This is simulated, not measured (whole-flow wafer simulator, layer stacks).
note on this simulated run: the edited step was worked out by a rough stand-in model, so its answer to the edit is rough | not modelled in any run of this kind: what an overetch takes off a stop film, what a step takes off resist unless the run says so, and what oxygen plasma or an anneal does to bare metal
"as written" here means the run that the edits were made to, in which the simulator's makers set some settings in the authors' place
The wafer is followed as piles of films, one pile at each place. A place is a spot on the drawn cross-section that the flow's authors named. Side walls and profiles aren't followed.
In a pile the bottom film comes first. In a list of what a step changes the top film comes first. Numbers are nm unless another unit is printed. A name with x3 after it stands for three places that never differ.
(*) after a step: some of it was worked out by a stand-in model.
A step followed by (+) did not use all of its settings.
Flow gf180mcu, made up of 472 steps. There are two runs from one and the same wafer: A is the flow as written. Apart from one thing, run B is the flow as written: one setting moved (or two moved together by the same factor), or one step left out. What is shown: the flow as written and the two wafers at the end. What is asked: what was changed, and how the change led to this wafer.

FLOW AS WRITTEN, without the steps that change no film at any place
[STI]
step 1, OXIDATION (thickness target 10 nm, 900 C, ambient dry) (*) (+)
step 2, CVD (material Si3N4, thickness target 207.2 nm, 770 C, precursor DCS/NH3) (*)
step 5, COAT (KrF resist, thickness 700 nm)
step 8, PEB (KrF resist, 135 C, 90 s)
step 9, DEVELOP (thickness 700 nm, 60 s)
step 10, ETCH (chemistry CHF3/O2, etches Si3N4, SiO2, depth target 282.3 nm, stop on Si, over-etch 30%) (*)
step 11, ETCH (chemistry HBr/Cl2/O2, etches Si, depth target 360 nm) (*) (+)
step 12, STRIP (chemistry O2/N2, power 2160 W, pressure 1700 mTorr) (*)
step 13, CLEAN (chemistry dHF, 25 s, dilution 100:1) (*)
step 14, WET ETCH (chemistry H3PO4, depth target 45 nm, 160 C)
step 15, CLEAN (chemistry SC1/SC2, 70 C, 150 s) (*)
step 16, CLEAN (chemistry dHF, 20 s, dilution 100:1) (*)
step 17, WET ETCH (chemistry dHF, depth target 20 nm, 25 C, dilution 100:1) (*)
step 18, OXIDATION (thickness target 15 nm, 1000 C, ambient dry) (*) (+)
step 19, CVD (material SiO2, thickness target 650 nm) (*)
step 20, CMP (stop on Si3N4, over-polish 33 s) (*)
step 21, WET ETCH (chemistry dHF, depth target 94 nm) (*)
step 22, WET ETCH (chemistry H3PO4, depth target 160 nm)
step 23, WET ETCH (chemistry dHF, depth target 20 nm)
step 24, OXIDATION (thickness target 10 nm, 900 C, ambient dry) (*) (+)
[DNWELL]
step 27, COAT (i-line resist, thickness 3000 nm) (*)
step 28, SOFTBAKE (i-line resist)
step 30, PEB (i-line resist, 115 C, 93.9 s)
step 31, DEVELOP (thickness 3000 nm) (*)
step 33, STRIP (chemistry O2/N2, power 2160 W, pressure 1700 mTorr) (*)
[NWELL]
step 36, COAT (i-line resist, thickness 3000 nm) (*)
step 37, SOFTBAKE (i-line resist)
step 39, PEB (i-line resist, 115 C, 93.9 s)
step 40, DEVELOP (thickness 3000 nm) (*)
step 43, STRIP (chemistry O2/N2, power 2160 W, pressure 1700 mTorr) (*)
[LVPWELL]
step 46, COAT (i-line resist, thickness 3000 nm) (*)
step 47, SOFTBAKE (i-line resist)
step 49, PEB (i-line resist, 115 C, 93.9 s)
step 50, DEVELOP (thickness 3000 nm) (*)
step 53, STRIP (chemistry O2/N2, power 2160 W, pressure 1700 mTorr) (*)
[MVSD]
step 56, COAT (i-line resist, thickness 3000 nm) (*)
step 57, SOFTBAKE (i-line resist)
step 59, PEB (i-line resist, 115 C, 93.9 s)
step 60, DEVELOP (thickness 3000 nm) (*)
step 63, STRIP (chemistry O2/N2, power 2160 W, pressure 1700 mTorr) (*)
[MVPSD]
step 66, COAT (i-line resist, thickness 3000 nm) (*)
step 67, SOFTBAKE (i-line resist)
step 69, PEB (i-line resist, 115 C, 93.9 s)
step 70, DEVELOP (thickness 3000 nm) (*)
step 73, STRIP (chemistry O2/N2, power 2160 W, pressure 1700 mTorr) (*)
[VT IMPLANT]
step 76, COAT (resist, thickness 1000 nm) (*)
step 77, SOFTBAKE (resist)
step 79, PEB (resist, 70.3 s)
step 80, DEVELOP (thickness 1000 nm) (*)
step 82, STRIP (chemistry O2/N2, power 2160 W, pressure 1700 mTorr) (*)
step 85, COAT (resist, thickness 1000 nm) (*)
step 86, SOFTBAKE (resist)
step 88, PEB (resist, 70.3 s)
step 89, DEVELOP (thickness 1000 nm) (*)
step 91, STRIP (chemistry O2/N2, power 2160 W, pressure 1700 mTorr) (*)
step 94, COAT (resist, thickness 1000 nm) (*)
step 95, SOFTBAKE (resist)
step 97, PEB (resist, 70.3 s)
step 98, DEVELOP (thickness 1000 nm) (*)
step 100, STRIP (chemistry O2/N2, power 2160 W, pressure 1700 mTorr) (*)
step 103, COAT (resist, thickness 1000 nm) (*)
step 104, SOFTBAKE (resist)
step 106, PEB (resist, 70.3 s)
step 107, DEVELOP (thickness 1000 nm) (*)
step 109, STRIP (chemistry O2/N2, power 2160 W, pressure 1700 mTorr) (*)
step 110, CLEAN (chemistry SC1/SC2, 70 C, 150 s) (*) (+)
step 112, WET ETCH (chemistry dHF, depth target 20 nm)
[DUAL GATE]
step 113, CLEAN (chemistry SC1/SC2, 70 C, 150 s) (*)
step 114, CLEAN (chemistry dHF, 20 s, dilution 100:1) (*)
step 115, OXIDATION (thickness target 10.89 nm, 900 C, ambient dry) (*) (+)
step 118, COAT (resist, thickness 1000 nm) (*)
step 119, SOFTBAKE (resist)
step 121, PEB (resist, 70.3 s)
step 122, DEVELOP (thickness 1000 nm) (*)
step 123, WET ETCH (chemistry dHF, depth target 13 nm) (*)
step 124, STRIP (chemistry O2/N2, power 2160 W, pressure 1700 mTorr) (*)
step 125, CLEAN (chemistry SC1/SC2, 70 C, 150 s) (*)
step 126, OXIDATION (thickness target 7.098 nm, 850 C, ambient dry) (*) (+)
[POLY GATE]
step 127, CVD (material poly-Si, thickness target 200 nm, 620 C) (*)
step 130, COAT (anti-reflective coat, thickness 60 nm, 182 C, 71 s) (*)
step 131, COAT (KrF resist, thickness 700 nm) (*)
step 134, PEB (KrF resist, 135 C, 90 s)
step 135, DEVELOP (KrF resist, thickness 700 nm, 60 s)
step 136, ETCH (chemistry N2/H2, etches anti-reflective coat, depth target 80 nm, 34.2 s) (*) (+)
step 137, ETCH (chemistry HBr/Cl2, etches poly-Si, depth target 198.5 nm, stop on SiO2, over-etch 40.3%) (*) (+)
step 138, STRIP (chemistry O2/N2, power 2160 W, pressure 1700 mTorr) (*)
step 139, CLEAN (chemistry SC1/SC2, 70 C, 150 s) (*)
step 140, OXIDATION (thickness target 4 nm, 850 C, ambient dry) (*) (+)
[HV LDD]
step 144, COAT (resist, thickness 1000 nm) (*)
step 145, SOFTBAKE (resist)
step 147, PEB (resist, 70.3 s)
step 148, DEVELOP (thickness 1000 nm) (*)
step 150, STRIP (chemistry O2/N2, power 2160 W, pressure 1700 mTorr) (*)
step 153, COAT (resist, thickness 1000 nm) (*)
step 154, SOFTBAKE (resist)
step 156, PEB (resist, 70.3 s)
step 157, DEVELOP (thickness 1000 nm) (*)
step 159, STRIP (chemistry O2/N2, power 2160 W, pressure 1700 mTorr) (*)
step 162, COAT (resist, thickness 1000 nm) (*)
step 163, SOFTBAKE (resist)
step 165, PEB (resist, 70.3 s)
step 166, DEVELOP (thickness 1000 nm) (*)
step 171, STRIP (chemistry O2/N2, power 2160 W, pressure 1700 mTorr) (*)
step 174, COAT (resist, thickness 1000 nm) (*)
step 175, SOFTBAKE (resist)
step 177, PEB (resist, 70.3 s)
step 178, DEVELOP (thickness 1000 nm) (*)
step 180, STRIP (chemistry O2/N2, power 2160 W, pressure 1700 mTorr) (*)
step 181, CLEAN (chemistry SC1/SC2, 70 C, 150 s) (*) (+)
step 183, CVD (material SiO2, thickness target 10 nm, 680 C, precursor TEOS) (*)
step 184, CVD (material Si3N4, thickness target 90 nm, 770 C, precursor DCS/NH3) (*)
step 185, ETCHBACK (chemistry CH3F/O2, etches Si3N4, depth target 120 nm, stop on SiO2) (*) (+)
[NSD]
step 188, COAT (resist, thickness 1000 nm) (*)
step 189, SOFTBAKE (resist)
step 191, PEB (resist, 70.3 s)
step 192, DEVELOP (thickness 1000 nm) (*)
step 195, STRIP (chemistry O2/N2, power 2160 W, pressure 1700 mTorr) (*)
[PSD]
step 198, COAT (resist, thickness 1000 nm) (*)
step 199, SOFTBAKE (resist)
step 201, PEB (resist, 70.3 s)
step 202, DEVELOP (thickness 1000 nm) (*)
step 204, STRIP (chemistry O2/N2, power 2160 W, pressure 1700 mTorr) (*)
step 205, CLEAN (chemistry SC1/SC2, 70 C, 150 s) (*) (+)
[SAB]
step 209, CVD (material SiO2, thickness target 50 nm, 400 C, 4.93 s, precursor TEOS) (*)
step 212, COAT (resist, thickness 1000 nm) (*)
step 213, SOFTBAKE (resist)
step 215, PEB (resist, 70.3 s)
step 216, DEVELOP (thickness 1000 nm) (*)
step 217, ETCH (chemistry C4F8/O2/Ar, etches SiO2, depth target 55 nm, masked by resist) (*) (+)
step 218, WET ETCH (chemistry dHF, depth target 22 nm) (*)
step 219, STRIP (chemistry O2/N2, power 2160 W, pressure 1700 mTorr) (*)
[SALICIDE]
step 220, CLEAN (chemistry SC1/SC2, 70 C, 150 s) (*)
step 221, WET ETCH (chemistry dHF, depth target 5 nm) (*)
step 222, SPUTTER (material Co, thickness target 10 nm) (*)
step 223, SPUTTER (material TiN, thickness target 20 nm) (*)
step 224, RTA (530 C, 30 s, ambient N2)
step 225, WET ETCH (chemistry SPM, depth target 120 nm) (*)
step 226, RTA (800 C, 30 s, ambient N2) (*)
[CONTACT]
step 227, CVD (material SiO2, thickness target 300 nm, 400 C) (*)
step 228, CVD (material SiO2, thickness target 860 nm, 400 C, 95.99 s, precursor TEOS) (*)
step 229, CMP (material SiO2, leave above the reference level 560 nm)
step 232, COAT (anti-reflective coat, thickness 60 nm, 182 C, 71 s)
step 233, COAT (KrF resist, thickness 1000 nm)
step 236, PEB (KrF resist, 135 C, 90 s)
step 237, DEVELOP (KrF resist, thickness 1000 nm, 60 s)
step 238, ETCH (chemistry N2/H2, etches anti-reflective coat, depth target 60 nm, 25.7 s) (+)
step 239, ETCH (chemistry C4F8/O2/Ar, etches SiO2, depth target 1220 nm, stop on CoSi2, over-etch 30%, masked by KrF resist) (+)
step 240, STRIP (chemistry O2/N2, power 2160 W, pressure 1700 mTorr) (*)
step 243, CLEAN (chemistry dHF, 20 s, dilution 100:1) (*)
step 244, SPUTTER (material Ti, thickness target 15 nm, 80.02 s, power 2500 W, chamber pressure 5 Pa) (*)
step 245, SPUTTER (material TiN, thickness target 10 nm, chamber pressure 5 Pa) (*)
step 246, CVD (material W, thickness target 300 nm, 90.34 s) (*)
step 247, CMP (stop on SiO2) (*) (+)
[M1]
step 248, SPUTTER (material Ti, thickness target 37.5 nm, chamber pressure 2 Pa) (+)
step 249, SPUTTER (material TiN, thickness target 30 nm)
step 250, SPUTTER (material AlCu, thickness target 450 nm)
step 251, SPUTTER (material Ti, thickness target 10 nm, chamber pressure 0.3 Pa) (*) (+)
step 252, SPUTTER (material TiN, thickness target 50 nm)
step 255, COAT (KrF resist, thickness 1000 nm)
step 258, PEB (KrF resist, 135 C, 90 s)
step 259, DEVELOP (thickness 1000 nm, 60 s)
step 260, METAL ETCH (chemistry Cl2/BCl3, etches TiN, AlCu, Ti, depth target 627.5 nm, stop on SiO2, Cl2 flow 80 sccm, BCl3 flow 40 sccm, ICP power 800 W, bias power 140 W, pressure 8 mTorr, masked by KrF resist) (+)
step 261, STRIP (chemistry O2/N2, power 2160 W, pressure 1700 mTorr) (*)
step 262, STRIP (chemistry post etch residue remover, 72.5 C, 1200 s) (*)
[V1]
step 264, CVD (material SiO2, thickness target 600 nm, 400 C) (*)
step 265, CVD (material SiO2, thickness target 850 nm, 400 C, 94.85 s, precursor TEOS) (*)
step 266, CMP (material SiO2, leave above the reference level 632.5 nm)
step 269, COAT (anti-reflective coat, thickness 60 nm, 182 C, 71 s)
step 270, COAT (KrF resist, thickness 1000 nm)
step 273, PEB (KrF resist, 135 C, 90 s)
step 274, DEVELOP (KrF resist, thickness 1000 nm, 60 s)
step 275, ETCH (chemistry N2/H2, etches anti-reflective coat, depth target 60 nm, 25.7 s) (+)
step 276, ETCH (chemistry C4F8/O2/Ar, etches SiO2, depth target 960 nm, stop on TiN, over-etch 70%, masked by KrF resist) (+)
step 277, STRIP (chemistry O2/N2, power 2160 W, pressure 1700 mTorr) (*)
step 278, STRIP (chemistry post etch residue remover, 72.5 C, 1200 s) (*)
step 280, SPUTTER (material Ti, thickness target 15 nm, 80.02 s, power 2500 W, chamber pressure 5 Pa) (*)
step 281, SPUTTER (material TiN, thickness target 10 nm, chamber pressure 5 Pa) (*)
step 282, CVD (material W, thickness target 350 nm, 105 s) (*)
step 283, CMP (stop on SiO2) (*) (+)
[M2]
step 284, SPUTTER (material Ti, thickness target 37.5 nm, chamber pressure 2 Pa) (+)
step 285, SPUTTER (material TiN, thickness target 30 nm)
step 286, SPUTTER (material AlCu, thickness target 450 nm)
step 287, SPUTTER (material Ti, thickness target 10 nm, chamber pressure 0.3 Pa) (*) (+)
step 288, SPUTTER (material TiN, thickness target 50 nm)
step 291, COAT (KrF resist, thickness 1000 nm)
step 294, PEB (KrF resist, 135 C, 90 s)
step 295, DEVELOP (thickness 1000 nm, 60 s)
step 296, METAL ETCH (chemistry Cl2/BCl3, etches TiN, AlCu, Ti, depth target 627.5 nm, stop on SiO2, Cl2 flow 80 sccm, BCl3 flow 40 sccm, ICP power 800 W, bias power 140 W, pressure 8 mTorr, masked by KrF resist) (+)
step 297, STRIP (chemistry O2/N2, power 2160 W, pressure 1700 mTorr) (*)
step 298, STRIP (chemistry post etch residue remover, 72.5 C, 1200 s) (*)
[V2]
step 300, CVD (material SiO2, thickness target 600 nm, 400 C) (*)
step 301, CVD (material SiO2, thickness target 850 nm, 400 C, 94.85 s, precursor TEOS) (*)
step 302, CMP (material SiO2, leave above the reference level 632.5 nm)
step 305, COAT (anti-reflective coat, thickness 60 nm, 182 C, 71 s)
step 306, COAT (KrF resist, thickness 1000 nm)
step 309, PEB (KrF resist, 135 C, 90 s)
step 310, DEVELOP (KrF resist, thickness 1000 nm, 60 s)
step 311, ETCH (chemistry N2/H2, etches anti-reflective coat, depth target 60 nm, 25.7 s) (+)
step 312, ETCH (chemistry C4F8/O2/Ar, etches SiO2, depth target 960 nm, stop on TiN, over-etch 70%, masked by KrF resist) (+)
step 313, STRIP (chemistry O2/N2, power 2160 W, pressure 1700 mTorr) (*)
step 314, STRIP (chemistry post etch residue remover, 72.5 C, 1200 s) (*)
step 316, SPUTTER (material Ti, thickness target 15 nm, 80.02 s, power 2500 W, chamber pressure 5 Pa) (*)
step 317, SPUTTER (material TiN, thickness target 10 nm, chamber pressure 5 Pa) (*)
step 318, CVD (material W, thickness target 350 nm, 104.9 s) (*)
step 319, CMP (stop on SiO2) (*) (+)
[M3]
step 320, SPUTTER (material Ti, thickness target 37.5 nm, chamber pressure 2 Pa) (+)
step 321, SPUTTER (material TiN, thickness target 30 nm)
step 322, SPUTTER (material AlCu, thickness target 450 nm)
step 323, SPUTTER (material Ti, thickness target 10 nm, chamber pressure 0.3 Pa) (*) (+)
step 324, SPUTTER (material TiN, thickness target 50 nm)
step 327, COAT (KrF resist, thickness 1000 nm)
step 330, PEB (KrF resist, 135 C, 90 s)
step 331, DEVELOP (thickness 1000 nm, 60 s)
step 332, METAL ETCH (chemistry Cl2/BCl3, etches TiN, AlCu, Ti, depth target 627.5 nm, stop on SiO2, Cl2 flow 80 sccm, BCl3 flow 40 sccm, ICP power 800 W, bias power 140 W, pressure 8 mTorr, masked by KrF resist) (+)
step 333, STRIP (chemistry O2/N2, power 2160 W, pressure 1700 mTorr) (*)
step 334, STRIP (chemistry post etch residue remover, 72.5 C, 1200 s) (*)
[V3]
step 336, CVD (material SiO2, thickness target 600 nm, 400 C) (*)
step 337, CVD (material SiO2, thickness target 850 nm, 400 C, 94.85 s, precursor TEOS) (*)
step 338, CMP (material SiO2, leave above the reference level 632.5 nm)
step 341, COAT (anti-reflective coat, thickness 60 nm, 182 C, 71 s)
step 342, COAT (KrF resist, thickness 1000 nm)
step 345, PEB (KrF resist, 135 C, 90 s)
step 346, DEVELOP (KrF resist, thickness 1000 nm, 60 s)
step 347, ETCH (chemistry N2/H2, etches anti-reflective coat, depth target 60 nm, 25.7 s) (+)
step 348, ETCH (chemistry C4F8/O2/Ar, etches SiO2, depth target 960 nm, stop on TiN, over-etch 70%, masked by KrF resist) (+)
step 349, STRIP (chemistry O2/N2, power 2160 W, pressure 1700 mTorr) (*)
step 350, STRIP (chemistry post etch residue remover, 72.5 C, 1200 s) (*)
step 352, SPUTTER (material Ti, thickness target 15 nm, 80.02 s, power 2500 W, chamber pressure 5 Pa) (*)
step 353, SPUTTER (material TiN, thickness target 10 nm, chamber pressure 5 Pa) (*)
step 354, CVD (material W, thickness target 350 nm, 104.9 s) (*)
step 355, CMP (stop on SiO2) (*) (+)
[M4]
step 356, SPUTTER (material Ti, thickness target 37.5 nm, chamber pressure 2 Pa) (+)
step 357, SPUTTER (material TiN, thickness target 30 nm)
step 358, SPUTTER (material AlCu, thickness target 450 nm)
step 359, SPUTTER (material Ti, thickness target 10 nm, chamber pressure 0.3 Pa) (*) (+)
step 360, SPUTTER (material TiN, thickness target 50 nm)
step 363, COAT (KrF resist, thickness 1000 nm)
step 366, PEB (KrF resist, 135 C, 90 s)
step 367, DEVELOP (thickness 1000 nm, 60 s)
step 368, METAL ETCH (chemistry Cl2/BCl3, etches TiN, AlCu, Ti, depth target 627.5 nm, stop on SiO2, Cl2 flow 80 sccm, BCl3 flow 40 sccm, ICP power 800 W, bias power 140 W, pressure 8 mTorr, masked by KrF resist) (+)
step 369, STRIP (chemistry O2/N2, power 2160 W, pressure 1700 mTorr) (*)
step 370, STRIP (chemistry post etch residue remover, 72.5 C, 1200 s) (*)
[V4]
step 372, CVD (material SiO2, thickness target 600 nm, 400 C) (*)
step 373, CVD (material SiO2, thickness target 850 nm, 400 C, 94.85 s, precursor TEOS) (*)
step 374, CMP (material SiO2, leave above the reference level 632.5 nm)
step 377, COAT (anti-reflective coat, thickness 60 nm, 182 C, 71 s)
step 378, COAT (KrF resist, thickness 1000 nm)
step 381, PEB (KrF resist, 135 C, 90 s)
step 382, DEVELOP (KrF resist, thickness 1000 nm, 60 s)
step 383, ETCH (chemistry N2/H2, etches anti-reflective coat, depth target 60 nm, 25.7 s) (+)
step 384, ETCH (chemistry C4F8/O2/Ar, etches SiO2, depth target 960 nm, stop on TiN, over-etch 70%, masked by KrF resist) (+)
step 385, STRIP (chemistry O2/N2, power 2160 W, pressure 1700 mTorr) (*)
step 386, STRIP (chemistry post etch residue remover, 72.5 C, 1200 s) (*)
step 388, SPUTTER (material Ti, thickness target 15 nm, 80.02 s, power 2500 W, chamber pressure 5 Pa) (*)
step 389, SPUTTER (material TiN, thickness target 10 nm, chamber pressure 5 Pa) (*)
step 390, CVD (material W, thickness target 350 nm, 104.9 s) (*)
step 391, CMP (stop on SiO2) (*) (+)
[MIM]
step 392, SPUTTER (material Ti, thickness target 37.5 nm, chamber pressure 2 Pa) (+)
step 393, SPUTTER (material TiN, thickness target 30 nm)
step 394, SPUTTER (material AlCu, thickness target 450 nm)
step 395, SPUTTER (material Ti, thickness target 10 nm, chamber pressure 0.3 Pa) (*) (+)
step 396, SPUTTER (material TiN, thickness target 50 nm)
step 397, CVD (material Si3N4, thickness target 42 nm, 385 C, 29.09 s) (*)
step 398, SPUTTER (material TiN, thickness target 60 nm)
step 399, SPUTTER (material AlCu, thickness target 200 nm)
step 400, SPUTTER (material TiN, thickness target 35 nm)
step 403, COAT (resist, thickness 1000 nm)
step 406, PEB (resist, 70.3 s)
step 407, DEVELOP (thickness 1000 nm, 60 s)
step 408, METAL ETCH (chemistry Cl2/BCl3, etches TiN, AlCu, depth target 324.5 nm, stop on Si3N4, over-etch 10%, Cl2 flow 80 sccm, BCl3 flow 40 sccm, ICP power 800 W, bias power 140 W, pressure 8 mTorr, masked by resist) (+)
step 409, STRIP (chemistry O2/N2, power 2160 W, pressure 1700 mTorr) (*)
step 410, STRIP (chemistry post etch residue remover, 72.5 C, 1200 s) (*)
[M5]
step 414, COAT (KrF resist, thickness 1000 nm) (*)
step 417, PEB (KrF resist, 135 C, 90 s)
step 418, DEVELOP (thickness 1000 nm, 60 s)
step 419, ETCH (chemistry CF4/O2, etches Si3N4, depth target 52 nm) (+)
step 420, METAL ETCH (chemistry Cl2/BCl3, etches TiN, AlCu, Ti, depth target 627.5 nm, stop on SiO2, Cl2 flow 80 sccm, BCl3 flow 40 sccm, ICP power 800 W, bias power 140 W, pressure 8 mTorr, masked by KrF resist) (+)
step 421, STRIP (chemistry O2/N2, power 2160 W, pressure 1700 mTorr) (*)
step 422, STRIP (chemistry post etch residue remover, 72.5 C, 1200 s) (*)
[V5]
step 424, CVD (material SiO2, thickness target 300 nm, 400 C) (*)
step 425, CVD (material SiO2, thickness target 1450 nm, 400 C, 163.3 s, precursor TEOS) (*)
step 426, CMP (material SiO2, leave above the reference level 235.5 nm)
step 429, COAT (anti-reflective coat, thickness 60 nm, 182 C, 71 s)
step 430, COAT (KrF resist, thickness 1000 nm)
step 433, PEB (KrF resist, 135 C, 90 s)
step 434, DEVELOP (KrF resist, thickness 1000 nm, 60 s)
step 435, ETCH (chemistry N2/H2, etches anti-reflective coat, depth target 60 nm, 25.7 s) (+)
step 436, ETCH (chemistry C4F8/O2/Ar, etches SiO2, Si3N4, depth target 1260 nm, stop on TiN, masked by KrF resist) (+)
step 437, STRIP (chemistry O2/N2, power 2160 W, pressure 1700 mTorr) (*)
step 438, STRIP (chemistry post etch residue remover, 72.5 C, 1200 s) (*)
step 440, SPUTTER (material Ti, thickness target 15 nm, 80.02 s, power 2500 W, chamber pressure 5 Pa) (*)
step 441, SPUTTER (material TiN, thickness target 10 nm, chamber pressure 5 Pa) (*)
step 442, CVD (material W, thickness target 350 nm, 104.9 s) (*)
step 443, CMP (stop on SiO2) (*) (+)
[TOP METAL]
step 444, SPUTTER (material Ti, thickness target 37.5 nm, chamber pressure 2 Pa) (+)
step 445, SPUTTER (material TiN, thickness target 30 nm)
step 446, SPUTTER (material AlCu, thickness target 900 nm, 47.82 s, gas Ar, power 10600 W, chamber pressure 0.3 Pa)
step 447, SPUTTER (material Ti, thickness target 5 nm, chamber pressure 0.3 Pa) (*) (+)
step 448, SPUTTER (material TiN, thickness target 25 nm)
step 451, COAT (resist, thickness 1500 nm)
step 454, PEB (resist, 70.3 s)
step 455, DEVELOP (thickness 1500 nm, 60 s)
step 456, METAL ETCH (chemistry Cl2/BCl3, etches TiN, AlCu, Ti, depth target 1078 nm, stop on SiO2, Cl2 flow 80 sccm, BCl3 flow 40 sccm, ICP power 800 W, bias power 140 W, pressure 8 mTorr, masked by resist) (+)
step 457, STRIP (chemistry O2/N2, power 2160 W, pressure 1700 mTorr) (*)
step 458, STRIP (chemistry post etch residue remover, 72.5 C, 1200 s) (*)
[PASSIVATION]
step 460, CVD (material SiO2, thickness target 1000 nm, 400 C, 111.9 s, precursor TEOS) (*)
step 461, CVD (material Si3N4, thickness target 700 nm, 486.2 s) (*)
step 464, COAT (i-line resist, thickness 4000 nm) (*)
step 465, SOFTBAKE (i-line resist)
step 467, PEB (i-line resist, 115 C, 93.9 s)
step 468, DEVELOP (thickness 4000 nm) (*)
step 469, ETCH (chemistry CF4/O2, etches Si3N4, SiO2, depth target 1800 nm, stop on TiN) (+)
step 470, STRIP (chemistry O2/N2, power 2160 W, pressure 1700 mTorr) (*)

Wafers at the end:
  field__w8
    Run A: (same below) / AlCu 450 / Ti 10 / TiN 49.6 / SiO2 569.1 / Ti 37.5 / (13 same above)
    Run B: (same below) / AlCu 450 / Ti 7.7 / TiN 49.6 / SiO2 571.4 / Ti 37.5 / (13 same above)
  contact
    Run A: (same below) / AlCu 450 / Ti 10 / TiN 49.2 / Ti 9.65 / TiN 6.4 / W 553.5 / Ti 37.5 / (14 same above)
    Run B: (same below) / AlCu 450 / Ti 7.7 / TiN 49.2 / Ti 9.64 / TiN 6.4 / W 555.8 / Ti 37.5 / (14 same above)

The reason: step 359, SPUTTER: thickness target 7.7 nm was run, while the flow as written has thickness target 10 nm.
One can read it off the wafer: field__w8 has Ti 7.7, and step 359 as written asks for 10 nm.

Step by step, how the change led to this:
  step 359, SPUTTER (material Ti, thickness target 10 nm, chamber pressure 0.3 Pa) (*) (+)
      field, field__w1, field__w2 and 108 more: A Ti gains 10 (new film) | B Ti gains 7.7 (new film)
  step 368, METAL ETCH (chemistry Cl2/BCl3, etches TiN, AlCu, Ti, depth target 627.5 nm, stop on SiO2, Cl2 flow 80 sccm, BCl3 flow 40 sccm, ICP power 800 W, bias power 140 W, pressure 8 mTorr, masked by KrF resist) (+)
      field, field__w1, field__w2 and 103 more: A TiN loses 50 (all of it), Ti loses 10 (all of it), AlCu loses 450 (all of it), TiN loses 30 (all of it), Ti loses 37.5 (all of it) | B TiN loses 50 (all of it), Ti loses 7.7 (all of it), AlCu loses 450 (all of it), TiN loses 30 (all of it), Ti loses 37.5 (all of it)
